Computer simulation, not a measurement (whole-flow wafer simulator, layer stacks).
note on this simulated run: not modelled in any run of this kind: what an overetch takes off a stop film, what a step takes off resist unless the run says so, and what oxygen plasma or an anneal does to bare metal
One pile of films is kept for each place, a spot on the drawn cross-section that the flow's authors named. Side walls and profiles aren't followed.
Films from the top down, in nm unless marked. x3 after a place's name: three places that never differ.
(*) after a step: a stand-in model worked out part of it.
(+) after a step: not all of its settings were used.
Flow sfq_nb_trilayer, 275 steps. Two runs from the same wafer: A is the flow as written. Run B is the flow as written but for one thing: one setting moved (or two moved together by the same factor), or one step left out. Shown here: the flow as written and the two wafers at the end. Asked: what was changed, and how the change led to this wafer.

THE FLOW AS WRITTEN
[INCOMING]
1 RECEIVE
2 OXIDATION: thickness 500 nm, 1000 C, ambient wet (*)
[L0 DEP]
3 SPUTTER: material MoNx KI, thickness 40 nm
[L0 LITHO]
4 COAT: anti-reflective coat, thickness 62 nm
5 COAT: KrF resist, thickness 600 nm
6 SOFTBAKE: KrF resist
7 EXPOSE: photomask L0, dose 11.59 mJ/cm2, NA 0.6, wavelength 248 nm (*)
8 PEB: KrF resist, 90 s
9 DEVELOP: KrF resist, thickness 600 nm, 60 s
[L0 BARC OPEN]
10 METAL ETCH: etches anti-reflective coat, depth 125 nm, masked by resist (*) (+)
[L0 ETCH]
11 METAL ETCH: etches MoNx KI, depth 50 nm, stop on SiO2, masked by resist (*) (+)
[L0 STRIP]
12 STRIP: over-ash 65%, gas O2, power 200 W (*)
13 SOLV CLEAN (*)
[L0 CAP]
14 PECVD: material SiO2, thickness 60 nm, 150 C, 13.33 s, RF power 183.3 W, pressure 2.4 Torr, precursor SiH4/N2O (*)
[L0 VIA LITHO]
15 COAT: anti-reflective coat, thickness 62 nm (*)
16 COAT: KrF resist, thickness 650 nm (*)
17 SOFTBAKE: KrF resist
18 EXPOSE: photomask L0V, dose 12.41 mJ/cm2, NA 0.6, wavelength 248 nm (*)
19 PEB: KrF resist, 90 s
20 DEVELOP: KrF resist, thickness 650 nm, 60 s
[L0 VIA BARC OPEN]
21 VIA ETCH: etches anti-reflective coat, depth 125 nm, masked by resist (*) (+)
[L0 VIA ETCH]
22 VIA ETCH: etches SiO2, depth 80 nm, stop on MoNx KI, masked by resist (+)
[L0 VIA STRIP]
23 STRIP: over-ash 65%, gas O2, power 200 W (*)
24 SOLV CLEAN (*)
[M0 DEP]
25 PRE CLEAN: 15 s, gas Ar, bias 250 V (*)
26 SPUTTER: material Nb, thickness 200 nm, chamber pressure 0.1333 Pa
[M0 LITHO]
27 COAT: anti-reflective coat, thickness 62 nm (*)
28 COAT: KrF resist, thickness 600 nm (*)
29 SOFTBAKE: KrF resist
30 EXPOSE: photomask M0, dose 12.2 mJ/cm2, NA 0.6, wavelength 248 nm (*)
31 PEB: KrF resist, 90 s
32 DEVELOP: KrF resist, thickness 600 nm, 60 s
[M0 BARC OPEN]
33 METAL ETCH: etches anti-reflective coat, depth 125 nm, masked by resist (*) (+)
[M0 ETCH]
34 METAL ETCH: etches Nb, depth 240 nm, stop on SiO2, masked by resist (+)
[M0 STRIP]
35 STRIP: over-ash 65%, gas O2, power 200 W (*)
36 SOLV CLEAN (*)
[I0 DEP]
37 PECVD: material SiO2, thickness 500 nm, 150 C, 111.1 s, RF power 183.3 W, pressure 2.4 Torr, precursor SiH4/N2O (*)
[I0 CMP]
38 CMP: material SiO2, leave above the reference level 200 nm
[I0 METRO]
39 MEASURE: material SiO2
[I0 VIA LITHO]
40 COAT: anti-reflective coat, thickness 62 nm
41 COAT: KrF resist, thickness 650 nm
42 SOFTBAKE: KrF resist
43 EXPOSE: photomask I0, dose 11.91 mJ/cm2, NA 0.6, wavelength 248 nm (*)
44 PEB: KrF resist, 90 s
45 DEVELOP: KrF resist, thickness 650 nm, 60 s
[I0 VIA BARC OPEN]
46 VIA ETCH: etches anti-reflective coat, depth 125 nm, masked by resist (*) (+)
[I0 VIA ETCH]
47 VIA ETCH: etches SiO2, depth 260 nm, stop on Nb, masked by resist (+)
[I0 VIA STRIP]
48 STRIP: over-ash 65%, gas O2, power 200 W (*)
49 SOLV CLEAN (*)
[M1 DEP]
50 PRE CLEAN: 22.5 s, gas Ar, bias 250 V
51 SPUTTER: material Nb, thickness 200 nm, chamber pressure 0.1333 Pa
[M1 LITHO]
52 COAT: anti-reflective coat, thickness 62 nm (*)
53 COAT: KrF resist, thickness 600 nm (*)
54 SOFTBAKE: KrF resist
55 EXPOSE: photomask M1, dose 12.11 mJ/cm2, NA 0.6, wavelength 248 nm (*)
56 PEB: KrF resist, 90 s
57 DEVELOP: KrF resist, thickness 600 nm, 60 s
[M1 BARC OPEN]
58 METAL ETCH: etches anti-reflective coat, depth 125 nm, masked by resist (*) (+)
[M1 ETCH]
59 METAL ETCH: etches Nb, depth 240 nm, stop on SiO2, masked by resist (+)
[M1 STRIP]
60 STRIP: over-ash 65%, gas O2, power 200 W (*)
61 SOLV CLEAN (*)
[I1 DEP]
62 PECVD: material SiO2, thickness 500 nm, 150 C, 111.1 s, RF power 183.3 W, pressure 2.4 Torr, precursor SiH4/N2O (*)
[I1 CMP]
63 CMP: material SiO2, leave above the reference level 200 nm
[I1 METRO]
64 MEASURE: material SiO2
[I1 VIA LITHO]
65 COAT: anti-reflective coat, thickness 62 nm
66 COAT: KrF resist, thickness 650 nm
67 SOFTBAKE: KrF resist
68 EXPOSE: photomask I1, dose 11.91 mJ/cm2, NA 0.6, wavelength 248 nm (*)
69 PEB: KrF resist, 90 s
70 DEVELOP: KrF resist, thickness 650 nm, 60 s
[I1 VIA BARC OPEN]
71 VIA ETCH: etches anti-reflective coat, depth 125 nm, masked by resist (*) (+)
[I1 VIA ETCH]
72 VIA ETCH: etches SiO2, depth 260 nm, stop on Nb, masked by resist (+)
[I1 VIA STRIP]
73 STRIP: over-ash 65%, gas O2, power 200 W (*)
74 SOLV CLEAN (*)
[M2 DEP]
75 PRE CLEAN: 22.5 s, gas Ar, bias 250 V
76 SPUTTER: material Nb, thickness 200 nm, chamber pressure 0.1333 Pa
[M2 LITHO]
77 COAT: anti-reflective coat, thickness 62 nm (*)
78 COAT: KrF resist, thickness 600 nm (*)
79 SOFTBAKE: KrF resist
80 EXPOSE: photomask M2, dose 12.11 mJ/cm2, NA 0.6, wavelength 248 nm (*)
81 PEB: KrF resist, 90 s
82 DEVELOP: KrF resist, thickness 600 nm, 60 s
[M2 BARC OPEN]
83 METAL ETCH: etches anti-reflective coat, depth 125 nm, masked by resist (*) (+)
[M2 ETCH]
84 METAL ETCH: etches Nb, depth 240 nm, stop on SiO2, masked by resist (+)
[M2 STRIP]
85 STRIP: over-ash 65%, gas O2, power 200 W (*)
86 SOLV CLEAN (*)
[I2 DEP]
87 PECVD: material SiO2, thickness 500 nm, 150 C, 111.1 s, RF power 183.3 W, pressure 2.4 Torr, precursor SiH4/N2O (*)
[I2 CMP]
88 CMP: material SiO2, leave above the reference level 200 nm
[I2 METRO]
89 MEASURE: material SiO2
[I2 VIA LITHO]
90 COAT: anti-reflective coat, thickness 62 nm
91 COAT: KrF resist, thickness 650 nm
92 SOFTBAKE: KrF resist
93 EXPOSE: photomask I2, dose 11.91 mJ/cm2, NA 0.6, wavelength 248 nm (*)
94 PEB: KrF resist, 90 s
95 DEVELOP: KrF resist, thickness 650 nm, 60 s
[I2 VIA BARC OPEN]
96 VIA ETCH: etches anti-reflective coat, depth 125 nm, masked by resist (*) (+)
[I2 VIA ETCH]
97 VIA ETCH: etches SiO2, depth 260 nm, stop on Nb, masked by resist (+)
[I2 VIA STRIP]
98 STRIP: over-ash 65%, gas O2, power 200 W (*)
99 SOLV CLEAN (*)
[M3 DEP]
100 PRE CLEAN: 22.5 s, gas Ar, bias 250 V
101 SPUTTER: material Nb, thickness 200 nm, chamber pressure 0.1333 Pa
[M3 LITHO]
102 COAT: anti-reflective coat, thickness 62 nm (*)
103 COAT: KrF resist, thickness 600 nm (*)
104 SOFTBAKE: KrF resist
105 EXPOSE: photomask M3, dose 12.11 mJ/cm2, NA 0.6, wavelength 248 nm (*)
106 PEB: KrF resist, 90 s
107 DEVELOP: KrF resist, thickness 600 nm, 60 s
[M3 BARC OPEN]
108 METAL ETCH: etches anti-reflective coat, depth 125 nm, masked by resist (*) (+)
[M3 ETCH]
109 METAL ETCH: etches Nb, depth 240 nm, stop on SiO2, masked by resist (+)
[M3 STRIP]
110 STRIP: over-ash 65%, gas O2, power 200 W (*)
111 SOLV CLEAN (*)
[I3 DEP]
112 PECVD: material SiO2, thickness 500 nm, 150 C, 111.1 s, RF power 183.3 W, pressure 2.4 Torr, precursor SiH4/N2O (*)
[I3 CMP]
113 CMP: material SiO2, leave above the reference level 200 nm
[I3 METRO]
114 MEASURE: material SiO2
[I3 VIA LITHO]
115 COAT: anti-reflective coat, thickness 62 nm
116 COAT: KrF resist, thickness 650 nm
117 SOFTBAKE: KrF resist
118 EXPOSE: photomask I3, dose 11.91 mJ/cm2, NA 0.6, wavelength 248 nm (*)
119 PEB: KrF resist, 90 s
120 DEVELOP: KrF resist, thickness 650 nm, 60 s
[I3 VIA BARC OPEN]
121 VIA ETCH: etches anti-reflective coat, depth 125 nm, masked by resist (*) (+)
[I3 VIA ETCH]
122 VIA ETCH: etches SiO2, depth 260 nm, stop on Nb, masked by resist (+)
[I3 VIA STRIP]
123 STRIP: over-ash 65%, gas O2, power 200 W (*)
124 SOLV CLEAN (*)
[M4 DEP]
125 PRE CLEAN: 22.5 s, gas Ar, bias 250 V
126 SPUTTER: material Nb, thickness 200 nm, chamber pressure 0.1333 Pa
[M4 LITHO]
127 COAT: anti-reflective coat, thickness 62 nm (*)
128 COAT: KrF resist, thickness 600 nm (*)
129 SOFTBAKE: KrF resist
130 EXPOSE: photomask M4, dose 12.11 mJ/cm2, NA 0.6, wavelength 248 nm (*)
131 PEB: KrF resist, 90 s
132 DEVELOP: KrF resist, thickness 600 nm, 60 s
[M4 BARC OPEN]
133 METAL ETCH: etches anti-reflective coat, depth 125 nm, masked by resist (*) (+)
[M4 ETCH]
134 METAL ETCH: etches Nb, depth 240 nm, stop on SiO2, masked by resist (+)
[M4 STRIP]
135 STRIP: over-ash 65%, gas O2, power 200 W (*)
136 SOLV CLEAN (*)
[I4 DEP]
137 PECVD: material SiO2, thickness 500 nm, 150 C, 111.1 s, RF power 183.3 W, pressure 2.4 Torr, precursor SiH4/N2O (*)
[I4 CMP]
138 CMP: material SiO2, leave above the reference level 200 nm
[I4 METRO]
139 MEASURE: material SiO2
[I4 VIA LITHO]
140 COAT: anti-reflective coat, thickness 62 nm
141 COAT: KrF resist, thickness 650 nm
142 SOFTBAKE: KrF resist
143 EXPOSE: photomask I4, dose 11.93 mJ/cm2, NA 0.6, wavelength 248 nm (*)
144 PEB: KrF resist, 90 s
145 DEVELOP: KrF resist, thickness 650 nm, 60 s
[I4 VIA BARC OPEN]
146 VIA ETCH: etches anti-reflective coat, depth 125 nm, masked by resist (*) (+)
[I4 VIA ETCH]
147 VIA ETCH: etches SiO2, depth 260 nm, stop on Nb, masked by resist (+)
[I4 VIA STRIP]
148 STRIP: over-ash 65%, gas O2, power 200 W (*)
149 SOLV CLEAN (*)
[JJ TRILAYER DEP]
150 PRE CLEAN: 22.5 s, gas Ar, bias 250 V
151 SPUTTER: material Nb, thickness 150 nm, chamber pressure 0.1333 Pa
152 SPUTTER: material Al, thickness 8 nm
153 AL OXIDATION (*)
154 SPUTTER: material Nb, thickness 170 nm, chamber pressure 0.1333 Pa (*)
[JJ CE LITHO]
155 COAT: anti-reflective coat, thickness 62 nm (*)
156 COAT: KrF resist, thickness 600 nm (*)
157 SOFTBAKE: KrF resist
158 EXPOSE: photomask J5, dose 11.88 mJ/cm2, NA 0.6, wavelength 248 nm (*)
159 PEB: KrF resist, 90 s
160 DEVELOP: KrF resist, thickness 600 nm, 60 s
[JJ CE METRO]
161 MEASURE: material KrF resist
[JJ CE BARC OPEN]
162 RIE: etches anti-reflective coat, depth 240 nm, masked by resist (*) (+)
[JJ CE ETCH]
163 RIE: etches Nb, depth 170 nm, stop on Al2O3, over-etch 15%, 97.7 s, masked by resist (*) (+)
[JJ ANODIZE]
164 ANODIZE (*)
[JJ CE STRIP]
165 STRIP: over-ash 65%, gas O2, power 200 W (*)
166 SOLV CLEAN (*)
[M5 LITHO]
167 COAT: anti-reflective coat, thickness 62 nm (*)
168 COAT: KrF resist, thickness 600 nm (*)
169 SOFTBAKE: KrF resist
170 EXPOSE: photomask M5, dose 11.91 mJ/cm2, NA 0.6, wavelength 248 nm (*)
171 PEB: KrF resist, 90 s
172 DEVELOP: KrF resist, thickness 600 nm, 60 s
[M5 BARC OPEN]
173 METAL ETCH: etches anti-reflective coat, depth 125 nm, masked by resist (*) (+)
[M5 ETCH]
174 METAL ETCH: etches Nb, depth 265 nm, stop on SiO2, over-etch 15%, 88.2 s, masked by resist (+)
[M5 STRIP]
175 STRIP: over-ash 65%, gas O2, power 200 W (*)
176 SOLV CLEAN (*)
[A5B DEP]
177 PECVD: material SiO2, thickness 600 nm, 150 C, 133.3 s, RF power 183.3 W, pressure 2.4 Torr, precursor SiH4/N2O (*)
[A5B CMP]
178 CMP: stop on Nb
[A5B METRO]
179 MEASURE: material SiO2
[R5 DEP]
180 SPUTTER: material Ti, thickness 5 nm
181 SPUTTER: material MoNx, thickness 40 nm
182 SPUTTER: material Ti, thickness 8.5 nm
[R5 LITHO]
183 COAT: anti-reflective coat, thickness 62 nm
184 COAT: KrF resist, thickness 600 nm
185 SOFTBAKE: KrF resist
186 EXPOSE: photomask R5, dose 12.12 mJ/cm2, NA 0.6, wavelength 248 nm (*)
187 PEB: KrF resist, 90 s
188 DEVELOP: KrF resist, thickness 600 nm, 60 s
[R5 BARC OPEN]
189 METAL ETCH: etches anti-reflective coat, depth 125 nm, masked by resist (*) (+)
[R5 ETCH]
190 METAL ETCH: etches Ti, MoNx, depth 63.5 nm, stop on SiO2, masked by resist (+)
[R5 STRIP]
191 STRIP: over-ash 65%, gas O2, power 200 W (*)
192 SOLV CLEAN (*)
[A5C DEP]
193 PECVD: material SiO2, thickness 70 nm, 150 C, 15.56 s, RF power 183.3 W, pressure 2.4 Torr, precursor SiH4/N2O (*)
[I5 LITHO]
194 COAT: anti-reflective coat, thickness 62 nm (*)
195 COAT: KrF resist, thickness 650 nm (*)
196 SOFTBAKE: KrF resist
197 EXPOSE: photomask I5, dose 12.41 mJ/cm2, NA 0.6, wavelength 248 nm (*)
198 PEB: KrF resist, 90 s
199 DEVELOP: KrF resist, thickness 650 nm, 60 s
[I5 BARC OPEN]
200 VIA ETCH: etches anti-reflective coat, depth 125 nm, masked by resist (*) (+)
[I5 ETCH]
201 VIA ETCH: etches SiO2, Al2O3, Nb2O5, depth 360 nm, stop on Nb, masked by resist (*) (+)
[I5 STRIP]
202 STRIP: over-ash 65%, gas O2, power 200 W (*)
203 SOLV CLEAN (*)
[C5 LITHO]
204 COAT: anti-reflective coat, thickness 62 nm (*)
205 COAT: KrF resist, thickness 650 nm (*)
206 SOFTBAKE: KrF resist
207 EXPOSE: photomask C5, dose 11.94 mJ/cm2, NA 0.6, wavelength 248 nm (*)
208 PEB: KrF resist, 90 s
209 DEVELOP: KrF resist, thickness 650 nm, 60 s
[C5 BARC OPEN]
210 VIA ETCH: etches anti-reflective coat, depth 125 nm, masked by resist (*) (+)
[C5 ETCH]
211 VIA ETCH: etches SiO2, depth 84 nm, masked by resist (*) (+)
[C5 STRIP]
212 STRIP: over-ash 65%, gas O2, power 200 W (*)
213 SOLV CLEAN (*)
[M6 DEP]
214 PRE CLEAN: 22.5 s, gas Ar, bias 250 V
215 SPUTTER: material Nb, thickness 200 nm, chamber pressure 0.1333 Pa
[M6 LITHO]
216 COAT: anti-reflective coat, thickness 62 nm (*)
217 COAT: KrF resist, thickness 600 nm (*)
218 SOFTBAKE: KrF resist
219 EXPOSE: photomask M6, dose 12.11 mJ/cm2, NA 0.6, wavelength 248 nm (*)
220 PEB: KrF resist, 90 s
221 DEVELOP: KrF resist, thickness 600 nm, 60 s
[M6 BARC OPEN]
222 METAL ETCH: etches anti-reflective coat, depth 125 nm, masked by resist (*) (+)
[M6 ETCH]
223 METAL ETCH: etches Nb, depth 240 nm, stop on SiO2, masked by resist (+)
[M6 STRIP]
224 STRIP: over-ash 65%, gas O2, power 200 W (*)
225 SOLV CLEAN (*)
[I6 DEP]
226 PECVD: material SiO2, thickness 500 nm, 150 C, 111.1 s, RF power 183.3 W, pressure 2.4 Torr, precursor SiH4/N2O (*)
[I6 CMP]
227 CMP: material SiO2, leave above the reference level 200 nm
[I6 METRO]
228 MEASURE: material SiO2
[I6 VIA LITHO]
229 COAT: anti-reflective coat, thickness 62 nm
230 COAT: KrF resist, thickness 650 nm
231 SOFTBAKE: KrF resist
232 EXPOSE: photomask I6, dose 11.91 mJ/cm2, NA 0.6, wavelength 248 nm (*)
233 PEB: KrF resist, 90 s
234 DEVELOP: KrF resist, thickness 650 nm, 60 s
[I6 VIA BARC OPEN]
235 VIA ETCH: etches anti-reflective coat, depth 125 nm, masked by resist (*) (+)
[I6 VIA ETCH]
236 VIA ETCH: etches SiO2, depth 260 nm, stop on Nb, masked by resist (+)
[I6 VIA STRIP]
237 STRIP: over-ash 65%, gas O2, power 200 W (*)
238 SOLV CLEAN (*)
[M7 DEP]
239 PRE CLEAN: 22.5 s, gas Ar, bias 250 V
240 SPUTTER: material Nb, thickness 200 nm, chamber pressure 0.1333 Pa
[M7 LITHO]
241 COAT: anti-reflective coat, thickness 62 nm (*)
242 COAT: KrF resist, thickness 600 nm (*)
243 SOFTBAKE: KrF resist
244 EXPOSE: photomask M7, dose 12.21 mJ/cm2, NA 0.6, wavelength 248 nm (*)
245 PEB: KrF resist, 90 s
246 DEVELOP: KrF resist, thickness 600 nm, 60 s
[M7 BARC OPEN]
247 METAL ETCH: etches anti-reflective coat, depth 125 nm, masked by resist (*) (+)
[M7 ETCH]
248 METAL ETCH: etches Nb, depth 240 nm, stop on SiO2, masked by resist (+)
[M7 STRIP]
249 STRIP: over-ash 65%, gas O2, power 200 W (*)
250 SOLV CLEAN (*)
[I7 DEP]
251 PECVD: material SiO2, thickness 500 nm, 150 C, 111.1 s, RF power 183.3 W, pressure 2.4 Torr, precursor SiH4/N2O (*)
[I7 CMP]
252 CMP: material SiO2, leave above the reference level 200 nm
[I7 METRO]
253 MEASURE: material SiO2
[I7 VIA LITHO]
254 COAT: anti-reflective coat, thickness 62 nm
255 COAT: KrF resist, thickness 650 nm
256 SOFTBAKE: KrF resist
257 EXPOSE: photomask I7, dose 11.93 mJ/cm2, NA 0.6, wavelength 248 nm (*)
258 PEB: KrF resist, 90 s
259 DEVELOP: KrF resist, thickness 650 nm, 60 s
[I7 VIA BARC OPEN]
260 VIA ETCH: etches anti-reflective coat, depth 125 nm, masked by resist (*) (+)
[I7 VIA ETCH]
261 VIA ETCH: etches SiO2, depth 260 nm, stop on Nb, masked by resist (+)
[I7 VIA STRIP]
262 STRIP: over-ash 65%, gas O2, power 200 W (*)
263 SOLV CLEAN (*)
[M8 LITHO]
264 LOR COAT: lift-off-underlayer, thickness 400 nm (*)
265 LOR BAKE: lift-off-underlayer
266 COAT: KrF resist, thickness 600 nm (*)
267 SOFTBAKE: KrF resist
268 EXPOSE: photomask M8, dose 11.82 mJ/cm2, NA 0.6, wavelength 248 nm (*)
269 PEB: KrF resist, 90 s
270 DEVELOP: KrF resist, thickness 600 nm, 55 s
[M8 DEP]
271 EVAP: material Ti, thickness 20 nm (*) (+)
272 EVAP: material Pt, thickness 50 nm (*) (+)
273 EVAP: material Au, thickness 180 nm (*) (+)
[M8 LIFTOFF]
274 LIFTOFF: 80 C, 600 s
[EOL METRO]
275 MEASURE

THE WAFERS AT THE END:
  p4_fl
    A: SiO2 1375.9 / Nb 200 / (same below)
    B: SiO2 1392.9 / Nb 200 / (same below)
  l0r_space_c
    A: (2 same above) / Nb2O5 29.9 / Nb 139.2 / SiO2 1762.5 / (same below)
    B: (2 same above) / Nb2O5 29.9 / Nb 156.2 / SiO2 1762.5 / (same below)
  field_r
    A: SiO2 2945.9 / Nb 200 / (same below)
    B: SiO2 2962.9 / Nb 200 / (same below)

The cause: step 151, SPUTTER: thickness 167 nm was run, where the flow has thickness 150 nm.

How the change led to this, step by step:
  151 SPUTTER: material Nb, thickness 150 nm, chamber pressure 0.1333 Pa
      field_l, v_sur, via_sp and 100 more: A Nb +150 (new film) | B Nb +167 (new film)
      via_wl, via_w, via_wr: A Nb +130.4 | B Nb +145.3
  155 COAT: anti-reflective coat, thickness 62 nm (*)
      via_wl, via_wr: A anti-reflective coat +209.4 (new film) | B anti-reflective coat +214.2 (new film)
  162 RIE: etches anti-reflective coat, depth 240 nm, masked by resist (*) (+)
      ce_l, c5j, ce_r, wl_jj: A KrF resist -209.4 | B KrF resist -214.2
      via_wl, via_wr: A anti-reflective coat -209.4 (all of it) | B anti-reflective coat -214.2 (all of it)
  174 METAL ETCH: etches Nb, depth 265 nm, stop on SiO2, over-etch 15%, 88.2 s, masked by resist (+)
      field_l, r_sur, res and 50 more: A Al2O3 -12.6 (all of it), Nb2O5 -29.9 (all of it), Nb -139.2 (all of it), SiO2 -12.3 | B Al2O3 -12.6 (all of it), Nb2O5 -29.9 (all of it), Nb -156.2 (all of it), SiO2 -10.6
  178 CMP: stop on Nb
      field_l, p4_fl, p4_fm and 39 more: A SiO2 -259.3 | B SiO2 -244
      r_sur, res, r_end, moat, field_r, lsp_l: A SiO2 -252.3 | B SiO2 -236.4
      (and at 5 more places)
